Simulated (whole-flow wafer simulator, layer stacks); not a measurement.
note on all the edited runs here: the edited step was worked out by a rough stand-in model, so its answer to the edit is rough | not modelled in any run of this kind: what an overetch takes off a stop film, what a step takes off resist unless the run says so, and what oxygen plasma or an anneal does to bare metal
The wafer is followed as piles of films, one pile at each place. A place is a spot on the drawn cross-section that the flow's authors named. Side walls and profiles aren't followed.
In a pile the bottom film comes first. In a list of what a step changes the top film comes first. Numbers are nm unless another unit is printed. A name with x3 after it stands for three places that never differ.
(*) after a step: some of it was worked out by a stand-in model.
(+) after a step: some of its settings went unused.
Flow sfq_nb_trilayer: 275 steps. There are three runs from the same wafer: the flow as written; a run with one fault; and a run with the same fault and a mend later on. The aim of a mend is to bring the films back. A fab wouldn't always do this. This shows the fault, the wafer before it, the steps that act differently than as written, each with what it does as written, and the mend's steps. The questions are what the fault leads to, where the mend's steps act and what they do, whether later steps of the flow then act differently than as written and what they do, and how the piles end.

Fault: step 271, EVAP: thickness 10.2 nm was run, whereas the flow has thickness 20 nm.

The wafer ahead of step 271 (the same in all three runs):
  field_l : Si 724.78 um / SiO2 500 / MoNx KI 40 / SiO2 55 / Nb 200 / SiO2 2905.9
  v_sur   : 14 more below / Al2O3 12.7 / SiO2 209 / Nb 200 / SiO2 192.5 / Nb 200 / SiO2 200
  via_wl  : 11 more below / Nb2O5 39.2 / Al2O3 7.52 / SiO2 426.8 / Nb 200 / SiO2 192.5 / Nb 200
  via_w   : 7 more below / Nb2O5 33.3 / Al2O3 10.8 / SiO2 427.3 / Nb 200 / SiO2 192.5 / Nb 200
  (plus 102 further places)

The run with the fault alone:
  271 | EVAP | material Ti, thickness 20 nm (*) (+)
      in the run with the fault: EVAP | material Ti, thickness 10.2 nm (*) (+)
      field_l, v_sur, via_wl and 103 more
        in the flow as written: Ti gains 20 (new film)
        in the run with the fault: Ti gains 10.2 (new film)
  Steps further on in the flow that do not act as written:
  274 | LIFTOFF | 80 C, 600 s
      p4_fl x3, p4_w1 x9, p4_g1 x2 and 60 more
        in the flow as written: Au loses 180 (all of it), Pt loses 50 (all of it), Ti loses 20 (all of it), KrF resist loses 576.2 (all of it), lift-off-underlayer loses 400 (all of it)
        in the run with the fault: Au loses 180 (all of it), Pt loses 50 (all of it), Ti loses 10.2 (all of it), KrF resist loses 576.2 (all of it), lift-off-underlayer loses 400 (all of it)
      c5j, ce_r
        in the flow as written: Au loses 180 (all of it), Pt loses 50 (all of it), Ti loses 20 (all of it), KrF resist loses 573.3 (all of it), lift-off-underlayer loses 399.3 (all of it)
        in the run with the fault: Au loses 180 (all of it), Pt loses 50 (all of it), Ti loses 10.2 (all of it), KrF resist loses 573.3 (all of it), lift-off-underlayer loses 399.3 (all of it)
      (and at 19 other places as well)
  At field_l, v_sur, via_wl and 8 more, the piles at the end differ from the flow's by more than 2% or 0.5 nm, whichever is larger.
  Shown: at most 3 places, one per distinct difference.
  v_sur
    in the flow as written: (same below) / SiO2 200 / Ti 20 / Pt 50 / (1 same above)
    in the run with the fault: (same below) / SiO2 200 / Ti 10.2 / Pt 50 / (1 same above)
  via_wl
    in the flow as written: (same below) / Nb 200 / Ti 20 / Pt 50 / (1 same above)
    in the run with the fault: (same below) / Nb 200 / Ti 10.2 / Pt 50 / (1 same above)
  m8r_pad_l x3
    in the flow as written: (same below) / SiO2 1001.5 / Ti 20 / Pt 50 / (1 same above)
    in the run with the fault: (same below) / SiO2 1001.5 / Ti 10.2 / Pt 50 / (1 same above)

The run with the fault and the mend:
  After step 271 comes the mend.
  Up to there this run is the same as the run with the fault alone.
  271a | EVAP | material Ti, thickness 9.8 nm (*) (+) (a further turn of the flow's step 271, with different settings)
      field_l, v_sur, via_wl and 103 more
        Ti gains 9.8
  Every later step of the flow that is run acts as written at every place that is followed.
  The piles end the same as the flow's at every place that both follow.
